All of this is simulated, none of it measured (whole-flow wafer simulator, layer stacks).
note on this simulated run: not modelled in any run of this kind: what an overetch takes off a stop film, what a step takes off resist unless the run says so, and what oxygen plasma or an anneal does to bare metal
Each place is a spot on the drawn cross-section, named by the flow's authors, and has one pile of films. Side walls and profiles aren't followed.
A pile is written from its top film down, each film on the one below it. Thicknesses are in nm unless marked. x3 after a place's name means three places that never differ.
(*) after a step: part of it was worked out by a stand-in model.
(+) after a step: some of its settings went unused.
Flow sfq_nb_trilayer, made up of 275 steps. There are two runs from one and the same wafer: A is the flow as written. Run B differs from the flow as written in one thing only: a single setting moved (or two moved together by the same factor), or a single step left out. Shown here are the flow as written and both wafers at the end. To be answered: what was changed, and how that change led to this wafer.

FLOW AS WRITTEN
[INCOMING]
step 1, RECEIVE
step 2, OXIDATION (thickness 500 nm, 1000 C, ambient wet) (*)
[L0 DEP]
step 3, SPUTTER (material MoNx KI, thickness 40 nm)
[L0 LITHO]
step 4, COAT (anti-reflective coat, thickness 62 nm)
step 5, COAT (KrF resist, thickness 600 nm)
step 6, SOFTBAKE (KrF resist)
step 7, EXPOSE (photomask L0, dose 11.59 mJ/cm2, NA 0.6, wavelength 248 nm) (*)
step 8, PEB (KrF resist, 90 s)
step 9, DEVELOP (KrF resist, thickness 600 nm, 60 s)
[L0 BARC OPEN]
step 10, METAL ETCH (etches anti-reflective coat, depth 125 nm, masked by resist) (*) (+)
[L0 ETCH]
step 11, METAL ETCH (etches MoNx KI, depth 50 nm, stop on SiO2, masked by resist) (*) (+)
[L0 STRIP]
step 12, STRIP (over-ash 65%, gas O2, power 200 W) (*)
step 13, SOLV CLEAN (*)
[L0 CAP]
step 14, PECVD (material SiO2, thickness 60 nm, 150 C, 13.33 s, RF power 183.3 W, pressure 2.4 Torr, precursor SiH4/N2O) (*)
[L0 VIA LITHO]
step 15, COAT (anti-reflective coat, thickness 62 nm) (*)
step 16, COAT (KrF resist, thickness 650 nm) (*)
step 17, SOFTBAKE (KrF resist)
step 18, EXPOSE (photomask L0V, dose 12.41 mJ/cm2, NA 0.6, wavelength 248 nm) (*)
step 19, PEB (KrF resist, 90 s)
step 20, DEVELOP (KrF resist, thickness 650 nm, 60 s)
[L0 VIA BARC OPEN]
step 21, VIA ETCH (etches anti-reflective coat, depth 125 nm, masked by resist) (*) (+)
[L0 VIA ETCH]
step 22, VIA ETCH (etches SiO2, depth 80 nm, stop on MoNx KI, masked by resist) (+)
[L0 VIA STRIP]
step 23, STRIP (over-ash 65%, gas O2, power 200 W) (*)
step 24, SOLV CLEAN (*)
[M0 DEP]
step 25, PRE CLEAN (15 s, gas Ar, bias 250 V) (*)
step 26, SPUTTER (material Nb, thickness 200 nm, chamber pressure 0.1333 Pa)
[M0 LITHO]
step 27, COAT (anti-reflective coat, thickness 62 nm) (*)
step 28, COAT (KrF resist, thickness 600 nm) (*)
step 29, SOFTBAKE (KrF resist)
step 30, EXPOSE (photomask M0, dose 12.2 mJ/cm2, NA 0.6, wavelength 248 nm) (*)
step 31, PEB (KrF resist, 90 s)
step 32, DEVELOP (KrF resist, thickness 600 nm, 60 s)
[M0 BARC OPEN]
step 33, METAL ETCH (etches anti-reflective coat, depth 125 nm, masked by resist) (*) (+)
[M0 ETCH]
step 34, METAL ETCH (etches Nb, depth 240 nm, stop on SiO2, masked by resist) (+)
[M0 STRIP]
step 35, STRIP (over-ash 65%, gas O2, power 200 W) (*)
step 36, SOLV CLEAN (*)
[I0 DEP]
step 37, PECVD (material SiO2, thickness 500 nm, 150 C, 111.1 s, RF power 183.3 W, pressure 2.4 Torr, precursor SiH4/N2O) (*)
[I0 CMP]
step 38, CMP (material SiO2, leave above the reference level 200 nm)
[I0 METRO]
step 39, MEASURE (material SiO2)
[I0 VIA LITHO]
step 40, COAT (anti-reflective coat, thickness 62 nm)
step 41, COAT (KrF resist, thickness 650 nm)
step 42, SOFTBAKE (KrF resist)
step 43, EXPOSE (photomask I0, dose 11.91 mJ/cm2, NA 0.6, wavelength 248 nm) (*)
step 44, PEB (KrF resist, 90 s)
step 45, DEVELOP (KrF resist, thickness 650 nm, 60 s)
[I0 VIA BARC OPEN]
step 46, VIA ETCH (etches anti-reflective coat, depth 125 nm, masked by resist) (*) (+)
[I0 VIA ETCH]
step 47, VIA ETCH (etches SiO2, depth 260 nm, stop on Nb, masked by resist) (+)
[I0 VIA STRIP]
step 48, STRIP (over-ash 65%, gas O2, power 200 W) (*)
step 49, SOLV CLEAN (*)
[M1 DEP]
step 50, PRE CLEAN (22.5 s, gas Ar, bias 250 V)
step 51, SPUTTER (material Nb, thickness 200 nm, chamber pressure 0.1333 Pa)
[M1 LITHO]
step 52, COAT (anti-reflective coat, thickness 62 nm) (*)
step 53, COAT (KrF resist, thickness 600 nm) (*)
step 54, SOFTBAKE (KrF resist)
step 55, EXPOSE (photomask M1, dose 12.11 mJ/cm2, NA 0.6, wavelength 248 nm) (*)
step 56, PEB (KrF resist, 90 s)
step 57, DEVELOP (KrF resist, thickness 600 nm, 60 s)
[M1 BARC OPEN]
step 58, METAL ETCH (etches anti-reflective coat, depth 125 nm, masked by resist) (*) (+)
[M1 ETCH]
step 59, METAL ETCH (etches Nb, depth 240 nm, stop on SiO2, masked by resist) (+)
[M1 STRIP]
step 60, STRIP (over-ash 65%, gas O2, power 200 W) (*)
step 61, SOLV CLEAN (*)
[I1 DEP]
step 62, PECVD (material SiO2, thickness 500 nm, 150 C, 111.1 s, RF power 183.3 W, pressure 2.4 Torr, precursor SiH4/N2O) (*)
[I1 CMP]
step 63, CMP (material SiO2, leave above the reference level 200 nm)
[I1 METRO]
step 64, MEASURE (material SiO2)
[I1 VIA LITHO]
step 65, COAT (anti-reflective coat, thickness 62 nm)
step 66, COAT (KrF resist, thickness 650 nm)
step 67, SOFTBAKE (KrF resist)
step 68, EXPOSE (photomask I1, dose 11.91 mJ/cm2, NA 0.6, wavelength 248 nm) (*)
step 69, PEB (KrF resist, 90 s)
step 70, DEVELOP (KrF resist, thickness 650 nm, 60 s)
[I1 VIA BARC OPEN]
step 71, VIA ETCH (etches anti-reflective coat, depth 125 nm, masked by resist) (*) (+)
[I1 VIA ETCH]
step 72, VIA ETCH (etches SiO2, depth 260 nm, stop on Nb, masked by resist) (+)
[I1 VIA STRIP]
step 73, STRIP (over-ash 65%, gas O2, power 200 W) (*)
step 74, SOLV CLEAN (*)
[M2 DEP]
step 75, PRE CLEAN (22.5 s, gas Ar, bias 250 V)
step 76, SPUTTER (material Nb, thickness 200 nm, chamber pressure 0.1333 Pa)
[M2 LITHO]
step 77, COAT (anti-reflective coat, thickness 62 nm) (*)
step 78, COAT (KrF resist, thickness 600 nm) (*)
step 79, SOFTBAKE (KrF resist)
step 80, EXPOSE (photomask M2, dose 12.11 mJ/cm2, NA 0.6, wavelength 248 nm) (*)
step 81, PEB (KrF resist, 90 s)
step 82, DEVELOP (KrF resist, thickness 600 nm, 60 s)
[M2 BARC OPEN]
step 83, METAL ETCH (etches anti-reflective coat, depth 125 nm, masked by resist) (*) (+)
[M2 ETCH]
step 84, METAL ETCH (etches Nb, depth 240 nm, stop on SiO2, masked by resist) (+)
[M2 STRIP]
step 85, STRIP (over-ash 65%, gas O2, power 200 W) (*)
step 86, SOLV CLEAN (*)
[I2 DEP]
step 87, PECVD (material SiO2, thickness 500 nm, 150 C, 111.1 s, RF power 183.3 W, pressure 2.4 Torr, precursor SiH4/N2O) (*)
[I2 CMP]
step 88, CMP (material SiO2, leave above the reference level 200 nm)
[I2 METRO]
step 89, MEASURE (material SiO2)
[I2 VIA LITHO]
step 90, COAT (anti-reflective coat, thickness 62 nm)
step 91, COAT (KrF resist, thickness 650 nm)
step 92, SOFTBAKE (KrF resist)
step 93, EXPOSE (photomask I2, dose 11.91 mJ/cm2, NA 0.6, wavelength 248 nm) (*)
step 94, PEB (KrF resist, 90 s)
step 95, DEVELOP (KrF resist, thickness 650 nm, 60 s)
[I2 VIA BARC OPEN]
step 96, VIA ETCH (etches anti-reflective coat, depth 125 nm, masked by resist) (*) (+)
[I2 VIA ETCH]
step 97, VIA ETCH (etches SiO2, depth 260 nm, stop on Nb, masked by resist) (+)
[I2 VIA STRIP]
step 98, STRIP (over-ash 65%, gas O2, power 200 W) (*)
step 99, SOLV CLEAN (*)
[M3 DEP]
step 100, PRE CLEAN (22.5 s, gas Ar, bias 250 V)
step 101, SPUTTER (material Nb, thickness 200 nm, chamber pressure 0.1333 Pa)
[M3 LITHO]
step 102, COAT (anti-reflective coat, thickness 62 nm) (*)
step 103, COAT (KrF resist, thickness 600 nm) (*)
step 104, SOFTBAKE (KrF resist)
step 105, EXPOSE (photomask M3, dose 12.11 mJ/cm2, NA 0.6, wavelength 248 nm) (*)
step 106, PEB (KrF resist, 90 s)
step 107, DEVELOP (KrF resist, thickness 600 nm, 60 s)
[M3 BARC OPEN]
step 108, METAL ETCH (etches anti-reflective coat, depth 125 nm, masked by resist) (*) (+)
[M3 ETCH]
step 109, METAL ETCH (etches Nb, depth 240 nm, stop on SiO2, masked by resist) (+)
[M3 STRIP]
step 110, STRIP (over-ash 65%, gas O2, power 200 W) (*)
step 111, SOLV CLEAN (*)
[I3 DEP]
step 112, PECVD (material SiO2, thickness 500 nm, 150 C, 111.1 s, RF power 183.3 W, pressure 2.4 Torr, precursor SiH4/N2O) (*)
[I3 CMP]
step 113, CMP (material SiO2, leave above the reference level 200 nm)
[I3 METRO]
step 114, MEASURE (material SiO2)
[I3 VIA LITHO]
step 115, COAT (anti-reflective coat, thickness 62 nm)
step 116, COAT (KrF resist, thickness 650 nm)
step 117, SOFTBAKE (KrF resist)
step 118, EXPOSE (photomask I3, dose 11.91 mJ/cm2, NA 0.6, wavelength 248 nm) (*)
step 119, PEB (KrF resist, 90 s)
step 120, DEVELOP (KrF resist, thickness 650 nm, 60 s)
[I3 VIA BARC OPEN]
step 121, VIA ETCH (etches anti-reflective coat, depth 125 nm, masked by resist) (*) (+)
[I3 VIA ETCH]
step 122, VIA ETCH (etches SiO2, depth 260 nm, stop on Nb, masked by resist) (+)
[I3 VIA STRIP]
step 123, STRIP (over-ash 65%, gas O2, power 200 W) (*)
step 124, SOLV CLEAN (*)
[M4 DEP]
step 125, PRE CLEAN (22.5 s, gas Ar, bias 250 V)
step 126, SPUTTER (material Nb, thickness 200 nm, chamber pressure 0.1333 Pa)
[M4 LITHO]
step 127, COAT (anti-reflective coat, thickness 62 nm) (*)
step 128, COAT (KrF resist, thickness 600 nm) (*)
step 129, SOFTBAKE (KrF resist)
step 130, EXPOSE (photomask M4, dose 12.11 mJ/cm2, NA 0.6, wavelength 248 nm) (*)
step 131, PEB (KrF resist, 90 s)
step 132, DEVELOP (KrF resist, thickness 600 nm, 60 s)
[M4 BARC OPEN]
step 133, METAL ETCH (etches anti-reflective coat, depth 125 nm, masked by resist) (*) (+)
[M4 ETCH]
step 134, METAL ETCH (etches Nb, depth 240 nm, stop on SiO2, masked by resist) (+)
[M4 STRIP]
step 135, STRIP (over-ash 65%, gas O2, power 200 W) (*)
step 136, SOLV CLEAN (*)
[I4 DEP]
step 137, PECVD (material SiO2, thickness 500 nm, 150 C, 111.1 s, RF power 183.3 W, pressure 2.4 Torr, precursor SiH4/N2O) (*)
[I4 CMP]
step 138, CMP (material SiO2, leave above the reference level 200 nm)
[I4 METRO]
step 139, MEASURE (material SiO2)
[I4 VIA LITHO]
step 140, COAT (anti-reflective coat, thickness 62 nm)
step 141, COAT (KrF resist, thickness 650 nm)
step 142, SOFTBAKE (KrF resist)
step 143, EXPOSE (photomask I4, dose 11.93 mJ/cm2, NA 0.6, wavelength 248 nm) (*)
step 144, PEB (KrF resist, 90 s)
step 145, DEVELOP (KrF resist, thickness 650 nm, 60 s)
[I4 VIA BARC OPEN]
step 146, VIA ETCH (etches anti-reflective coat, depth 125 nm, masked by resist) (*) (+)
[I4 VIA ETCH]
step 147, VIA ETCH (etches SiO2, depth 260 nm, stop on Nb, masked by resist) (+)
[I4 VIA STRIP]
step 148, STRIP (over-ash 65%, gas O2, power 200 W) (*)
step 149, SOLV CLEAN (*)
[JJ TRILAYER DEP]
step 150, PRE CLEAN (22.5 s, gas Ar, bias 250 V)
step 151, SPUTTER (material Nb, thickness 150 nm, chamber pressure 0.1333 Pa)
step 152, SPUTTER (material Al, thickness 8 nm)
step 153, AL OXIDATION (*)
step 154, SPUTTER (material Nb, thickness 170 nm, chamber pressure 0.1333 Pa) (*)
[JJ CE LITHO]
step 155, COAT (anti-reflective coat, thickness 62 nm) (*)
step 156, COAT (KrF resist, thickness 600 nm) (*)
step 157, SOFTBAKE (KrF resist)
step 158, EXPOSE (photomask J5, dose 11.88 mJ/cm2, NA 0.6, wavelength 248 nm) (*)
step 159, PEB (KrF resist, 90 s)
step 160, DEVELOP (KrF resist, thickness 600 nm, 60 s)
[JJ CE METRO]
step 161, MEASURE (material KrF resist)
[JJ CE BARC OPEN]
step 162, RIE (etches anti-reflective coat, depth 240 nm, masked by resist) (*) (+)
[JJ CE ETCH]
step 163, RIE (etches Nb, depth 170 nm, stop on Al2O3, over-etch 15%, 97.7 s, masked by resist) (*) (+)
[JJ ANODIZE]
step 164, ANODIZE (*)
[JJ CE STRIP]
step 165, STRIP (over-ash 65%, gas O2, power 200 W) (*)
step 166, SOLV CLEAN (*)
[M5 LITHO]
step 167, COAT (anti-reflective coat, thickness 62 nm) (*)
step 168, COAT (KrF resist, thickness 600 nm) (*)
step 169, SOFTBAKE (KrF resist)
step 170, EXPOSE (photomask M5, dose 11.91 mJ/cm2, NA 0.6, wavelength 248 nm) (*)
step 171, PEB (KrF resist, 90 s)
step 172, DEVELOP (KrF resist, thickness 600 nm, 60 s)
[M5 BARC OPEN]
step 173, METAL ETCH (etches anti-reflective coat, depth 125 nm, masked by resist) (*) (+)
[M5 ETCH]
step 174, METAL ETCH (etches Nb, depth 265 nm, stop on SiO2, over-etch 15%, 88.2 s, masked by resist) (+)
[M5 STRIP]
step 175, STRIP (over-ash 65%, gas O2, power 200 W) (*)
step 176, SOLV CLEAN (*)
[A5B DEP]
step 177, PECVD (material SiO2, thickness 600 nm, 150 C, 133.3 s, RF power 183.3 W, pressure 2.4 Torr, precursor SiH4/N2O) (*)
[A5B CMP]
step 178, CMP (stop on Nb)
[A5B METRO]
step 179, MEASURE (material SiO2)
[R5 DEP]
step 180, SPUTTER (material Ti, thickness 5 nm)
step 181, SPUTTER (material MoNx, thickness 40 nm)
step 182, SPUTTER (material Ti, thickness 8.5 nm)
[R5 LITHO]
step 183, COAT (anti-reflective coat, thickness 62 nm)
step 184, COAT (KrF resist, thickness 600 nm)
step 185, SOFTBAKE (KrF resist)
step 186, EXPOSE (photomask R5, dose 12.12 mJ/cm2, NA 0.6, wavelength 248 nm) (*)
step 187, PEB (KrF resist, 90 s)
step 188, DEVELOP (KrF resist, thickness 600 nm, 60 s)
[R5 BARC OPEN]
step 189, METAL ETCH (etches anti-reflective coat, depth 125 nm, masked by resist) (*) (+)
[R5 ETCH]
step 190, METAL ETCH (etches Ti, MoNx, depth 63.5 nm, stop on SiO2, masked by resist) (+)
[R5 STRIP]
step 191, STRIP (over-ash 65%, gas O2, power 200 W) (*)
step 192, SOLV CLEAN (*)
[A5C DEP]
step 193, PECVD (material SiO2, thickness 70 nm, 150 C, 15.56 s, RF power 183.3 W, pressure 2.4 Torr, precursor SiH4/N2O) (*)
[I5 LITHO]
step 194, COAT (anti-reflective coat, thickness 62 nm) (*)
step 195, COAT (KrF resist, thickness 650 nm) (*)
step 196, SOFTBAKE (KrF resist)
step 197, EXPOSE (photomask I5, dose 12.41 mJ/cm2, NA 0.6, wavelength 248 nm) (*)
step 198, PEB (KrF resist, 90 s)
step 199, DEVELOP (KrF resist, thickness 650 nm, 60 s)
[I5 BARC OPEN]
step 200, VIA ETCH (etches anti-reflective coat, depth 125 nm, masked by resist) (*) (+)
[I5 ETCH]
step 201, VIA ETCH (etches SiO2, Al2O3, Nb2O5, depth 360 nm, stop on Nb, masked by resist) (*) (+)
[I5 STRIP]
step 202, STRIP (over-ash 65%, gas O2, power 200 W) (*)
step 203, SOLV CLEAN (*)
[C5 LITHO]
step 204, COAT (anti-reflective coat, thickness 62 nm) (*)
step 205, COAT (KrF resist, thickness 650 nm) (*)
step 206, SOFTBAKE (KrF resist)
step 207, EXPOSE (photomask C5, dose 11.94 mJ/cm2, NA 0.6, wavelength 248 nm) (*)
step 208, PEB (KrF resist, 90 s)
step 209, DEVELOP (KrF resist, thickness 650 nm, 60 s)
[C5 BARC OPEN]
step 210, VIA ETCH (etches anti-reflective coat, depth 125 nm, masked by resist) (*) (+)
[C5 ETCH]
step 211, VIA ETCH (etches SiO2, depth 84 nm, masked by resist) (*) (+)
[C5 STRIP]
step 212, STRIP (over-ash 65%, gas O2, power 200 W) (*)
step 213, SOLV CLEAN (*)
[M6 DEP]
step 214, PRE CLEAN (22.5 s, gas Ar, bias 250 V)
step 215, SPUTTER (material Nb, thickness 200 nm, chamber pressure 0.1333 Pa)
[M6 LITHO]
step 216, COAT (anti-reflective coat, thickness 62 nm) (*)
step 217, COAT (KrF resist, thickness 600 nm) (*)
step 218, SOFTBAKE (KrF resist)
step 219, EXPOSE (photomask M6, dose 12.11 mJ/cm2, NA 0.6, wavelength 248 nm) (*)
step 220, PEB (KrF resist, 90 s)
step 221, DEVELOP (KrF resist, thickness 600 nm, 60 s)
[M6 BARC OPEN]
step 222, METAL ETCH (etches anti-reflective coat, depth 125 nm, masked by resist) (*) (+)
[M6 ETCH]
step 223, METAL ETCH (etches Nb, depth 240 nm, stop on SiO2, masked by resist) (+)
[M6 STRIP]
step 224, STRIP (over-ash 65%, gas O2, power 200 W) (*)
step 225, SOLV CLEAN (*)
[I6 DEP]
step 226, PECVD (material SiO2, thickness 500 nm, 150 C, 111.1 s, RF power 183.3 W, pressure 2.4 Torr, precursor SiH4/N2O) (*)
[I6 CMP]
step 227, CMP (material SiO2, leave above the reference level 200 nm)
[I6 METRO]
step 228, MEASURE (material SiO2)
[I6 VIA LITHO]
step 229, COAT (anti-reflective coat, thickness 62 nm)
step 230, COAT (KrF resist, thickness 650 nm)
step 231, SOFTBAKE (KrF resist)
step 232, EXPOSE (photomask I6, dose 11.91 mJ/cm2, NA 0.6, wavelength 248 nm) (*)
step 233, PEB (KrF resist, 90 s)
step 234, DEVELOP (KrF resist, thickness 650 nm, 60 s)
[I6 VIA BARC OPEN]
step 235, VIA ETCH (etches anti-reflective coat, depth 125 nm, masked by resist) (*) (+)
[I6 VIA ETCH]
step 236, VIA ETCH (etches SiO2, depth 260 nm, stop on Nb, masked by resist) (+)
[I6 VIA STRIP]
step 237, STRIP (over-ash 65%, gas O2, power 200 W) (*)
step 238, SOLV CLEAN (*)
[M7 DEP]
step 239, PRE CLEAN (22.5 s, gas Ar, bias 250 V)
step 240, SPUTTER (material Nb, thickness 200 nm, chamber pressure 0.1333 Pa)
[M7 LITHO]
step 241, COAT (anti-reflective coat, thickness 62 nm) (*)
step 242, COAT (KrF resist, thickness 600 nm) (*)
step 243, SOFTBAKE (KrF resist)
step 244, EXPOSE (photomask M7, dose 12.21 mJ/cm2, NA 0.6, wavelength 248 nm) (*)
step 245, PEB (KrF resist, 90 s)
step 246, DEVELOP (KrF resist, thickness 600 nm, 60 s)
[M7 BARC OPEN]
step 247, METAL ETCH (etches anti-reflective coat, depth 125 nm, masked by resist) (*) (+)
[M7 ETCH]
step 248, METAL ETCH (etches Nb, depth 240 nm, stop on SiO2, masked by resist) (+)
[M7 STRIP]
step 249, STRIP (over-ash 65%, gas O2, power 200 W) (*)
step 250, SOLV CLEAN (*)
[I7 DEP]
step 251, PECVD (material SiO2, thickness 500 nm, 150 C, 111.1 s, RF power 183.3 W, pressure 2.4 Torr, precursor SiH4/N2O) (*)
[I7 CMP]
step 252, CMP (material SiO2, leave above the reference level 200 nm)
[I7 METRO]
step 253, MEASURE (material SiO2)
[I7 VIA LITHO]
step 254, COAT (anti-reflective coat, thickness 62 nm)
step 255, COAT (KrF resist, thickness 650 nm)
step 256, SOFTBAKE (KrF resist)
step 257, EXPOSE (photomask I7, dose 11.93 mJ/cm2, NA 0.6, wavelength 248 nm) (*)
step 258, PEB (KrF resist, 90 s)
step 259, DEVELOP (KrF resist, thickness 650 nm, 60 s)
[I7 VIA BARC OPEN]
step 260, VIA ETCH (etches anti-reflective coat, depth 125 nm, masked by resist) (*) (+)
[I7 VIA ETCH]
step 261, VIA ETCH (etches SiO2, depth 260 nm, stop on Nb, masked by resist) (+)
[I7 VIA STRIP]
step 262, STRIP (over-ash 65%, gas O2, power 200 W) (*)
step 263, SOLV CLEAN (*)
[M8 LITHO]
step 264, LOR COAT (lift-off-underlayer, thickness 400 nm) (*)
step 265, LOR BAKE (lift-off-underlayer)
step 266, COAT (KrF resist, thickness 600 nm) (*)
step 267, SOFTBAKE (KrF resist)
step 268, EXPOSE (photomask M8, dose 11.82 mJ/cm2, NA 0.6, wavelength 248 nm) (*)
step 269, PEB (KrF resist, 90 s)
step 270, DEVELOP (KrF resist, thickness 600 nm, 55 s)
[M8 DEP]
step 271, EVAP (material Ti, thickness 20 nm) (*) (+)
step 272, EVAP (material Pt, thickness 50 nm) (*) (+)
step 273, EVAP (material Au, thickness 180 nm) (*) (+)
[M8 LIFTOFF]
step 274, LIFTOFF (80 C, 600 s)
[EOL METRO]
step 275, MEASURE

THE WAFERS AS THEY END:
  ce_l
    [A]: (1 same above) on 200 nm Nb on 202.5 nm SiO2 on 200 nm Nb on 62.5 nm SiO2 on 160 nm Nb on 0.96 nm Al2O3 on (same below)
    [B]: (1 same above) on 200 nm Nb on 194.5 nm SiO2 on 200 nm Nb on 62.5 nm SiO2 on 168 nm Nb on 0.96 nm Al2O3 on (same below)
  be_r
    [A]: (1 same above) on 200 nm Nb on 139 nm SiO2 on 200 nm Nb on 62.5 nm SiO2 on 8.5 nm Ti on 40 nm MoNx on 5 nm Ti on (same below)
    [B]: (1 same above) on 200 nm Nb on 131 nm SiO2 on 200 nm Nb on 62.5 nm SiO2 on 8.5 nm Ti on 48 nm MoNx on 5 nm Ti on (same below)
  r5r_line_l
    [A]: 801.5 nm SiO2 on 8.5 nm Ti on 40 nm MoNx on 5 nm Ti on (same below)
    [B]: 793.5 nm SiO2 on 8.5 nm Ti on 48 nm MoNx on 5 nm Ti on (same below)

Cause: step 181, SPUTTER: thickness 48 nm was run, though the flow has thickness 40 nm.
The wafer lets one read it off: be_r has MoNx 48, and step 181 as written asks for 40 nm.

How this came from the change, step by step:
  step 181, SPUTTER (material MoNx, thickness 40 nm)
      field_l, v_sur, via_wl and 103 more: A +40 MoNx (new film) | B +48 MoNx (new film)
  step 190, METAL ETCH (etches Ti, MoNx, depth 63.5 nm, stop on SiO2, masked by resist) (+)
      field_l, v_sur, via_wl and 92 more: A -8.5 Ti (all of it), -40 MoNx (all of it), -5 Ti (all of it) | B -8.5 Ti (all of it), -48 MoNx (all of it), -5 Ti (all of it)
      ce_l, c5j, ce_r, wl_jj: A -8.5 Ti (all of it), -40 MoNx (all of it), -5 Ti (all of it), -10 Nb | B -8.5 Ti (all of it), -48 MoNx (all of it), -5 Ti (all of it), -2 Nb
  step 194, COAT (anti-reflective coat, thickness 62 nm) (*)
      wl_j_sl, wl_j_sr: A +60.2 anti-reflective coat (new film) | B +61.6 anti-reflective coat (new film)
      r5r_spacepad_l, r5r_spacepad_r: A +84.4 anti-reflective coat (new film) | B +87.8 anti-reflective coat (new film)
      (and at 10 other places as well)
  step 202, STRIP (over-ash 65%, gas O2, power 200 W) (*)
      wl_j_sl, wl_j_sr: A -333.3 KrF resist (all of it), -60.2 anti-reflective coat (all of it) | B -333.1 KrF resist (all of it), -61.6 anti-reflective coat (all of it)
      r5r_spacepad_l, r5r_spacepad_r: A -335.6 KrF resist (all of it), -84.4 anti-reflective coat (all of it) | B -335.9 KrF resist (all of it), -87.8 anti-reflective coat (all of it)
      (and at 10 other places as well)
  step 204, COAT (anti-reflective coat, thickness 62 nm) (*)
      wl_j_sl, wl_j_sr: A +60.2 anti-reflective coat (new film) | B +61.6 anti-reflective coat (new film)
      r5r_spacepad_l, r5r_spacepad_r: A +84.4 anti-reflective coat (new film) | B +87.8 anti-reflective coat (new film)
      (and at 10 other places as well)
  step 210, VIA ETCH (etches anti-reflective coat, depth 125 nm, masked by resist) (*) (+)
      c5j: A -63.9 anti-reflective coat (all of it), -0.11 SiO2 | B -61.8 anti-reflective coat (all of it), -0.11 SiO2
  step 212, STRIP (over-ash 65%, gas O2, power 200 W) (*)
      wl_j_sl, wl_j_sr: A -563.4 KrF resist (all of it), -60.2 anti-reflective coat (all of it) | B -563.8 KrF resist (all of it), -61.6 anti-reflective coat (all of it)
      r5r_spacepad_l, r5r_spacepad_r: A -565.8 KrF resist (all of it), -84.4 anti-reflective coat (all of it) | B -566.6 KrF resist (all of it), -87.8 anti-reflective coat (all of it)
      (and at 9 other places as well)
  step 216, COAT (anti-reflective coat, thickness 62 nm) (*)
      r5r_line_l, r5r_line_c, r5r_line_r: A +50 anti-reflective coat (new film) | B +48.9 anti-reflective coat (new film)
      wl_j_sl, wl_j_sr: A +60.2 anti-reflective coat (new film) | B +61.6 anti-reflective coat (new film)
      (and at 8 other places as well)
  step 222, METAL ETCH (etches anti-reflective coat, depth 125 nm, masked by resist) (*) (+)
      r5r_line_l, r5r_line_c, r5r_line_r: A -50 anti-reflective coat (all of it) | B -48.9 anti-reflective coat (all of it)
      r5r_spacepad_l, r5r_spacepad_r: A -85.7 anti-reflective coat (all of it) | B -89.7 anti-reflective coat (all of it)
      (and at 1 other place as well)
  step 224, STRIP (over-ash 65%, gas O2, power 200 W) (*)
      wl_j_sl, wl_j_sr: A -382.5 KrF resist (all of it), -60.2 anti-reflective coat (all of it) | B -382.4 KrF resist (all of it), -61.6 anti-reflective coat (all of it)
      jj_sur: A -378.5 KrF resist (all of it), -56.1 anti-reflective coat (all of it) | B -378.5 KrF resist (all of it), -58.2 anti-reflective coat (all of it)
      (and at 4 other places as well)
  step 227, CMP (material SiO2, leave above the reference level 200 nm)
      r5r_line_l, r5r_spacepad_l, r5r_spacepad_r, r5r_line_c, r5r_line_r: A -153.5 SiO2 | B -161.5 SiO2
      ce_l, ce_r, wl_jj: A -290 SiO2 | B -298 SiO2
      (and at 5 other places as well)
